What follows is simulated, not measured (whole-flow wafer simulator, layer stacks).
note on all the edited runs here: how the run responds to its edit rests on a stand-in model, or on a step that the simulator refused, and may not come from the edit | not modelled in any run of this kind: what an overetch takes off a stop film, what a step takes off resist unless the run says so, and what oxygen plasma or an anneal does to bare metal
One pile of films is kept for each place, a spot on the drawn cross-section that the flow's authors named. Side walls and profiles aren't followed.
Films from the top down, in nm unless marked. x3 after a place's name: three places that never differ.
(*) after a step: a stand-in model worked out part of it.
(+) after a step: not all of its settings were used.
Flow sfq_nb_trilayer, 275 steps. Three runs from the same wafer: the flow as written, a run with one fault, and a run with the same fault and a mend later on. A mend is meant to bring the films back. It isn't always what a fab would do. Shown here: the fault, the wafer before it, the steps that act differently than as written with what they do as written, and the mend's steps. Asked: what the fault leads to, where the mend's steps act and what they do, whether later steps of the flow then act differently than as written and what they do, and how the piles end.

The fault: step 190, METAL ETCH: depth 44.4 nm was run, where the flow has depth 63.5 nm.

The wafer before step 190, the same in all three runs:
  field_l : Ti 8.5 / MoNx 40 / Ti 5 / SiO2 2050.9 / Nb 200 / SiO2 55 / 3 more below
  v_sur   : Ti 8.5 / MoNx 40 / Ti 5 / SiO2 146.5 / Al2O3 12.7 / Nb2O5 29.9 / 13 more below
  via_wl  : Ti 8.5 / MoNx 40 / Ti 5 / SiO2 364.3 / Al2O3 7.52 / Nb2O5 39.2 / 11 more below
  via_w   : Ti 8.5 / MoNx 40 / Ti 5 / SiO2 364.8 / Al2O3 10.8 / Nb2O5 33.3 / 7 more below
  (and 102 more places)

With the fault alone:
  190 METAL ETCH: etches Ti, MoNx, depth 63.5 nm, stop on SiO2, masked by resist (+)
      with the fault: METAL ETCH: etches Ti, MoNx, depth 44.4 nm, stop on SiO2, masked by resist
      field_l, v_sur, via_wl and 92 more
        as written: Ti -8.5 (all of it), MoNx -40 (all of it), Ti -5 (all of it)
        with the fault: Ti -8.5 (all of it), MoNx -35.9
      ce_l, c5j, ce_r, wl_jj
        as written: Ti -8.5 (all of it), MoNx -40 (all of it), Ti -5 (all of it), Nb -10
        with the fault: Ti -8.5 (all of it), MoNx -35.9
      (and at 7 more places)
  Later steps of the flow that act differently than as written (10 more steps differ only slightly, by at most 2% or 0.5 nm, whichever is larger, and aren't shown):
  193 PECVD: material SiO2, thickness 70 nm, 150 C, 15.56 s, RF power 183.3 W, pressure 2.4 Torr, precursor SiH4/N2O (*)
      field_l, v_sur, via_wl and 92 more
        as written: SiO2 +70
        with the fault: SiO2 +70 (new film)
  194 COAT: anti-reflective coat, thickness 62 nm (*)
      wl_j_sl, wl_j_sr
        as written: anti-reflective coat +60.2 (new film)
        with the fault: anti-reflective coat +62 (new film)
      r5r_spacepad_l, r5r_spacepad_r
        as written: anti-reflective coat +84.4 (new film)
        with the fault: anti-reflective coat +80.5 (new film)
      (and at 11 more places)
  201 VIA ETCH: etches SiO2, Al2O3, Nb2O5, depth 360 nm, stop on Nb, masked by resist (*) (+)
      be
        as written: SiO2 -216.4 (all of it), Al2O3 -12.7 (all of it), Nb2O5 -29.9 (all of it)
        with the fault: SiO2 -69.8 (all of it), MoNx -4.1 (all of it), Ti -5 (all of it), SiO2 -146.5 (all of it), Al2O3 -12.7 (all of it), Nb2O5 -29.9 (all of it)
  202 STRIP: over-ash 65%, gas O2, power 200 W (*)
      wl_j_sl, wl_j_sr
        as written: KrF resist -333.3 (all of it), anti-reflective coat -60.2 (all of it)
        with the fault: KrF resist -333.2 (all of it), anti-reflective coat -62 (all of it)
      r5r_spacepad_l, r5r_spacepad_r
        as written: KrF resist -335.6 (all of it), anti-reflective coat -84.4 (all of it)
        with the fault: KrF resist -335.2 (all of it), anti-reflective coat -80.5 (all of it)
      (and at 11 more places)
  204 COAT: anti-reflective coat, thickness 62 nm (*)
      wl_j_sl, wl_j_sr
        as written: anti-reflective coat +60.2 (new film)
        with the fault: anti-reflective coat +62 (new film)
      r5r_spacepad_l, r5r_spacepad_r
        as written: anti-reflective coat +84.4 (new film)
        with the fault: anti-reflective coat +80.5 (new film)
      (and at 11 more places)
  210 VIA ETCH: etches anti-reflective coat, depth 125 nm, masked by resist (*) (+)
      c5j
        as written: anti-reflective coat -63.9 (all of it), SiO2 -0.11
        with the fault: anti-reflective coat -61.3 (all of it), SiO2 -0.13
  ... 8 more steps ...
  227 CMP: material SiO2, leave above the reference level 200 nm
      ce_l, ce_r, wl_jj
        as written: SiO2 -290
        with the fault: SiO2 -300
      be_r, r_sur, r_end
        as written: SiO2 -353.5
        with the fault: SiO2 -344.4
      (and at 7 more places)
  At the end the piles differ from the flow's by more than 2% or 0.5 nm, whichever is larger, at field_l, v_sur, via_wl and 100 more.
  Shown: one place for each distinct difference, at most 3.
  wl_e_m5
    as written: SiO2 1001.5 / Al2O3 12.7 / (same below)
    with the fault: SiO2 855 / MoNx 4.1 / Ti 5 / SiO2 146.5 / Al2O3 12.7 / (same below)
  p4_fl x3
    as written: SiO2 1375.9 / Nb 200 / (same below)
    with the fault: SiO2 855 / MoNx 4.1 / Ti 5 / SiO2 520.9 / Nb 200 / (same below)
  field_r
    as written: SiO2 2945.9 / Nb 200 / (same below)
    with the fault: SiO2 855 / MoNx 4.1 / Ti 5 / SiO2 2090.9 / Nb 200 / (same below)

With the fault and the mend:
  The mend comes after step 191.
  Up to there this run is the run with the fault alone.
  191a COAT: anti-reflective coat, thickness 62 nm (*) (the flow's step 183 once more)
      p4_fl x3, p4_w1 x9, p4_g1 x2 and 57 more
        anti-reflective coat +62 (new film)
      field_l, v_sur, via_wl, via_w, via_wr, via_sp, l0_sur, l0v
        anti-reflective coat +62.2 (new film)
      via_v, wire, be, lsp_m, ln_m6, lsp_r
        anti-reflective coat +62.3 (new film)
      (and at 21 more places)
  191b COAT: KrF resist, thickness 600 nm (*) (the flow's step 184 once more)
      p4_fl x3, p4_w1 x9, p4_g1 x2 and 57 more
        KrF resist +600 (new film)
      via_w, via_wr, via_sp, l0v
        KrF resist +600.6 (new film)
      field_l, v_sur, via_wl
        KrF resist +600.5 (new film)
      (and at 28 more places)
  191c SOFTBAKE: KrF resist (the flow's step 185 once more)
      changes no film at any place that is followed
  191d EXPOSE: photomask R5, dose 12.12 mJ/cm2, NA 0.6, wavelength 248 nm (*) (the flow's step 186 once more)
      changes no film at any place that is followed
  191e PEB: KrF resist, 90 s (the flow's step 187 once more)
      field_l, v_sur, via_wl and 75 more
        KrF resist -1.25
      via_v, wire, be and 15 more
        KrF resist -1.26
      c5j, ce_r, r5r_space_c
        KrF resist -1.27
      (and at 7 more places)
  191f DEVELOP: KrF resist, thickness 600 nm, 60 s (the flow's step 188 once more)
      p4_fl x3, p4_w1 x9, p4_g1 x2 and 57 more
        KrF resist -598.7 (all of it)
      be_r, r_sur, res, r_end, r5r_line_l, r5r_line_c, r5r_line_r
        KrF resist -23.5
      v_sur, via_wl, via_w, via_wr
        KrF resist -599.3 (all of it)
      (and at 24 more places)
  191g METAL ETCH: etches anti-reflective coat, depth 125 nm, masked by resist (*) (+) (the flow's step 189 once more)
      p4_fl x3, p4_w1 x9, p4_g1 x2 and 57 more
        anti-reflective coat -62 (all of it)
      field_l, v_sur, via_wl, via_w, via_wr, via_sp, l0_sur, l0v
        anti-reflective coat -62.2 (all of it)
      be_r, r_sur, res, r_end, r5r_line_l, r5r_line_c, r5r_line_r
        KrF resist -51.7
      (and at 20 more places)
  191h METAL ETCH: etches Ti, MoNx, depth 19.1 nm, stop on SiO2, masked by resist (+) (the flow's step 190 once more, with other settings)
      field_l, v_sur, via_wl and 92 more
        MoNx -4.1 (all of it), Ti -5 (all of it)
      be_r, r_sur, res, r_end, r5r_line_l, r5r_line_c, r5r_line_r
        KrF resist -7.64
      ce_l, c5j, ce_r, wl_jj
        MoNx -4.1 (all of it), Ti -5 (all of it), Nb -10
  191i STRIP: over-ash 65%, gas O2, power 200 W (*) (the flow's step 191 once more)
      r5r_line_c, r5r_line_r
        KrF resist -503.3 (all of it), anti-reflective coat -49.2 (all of it)
      be_r
        KrF resist -497.5 (all of it), anti-reflective coat -54.5 (all of it)
      r_sur
        KrF resist -497.5 (all of it), anti-reflective coat -58 (all of it)
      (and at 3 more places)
  No later step of the flow acts differently than as written at any place that is followed.
  At the end the piles are the same as the flow's at every place that both follow.
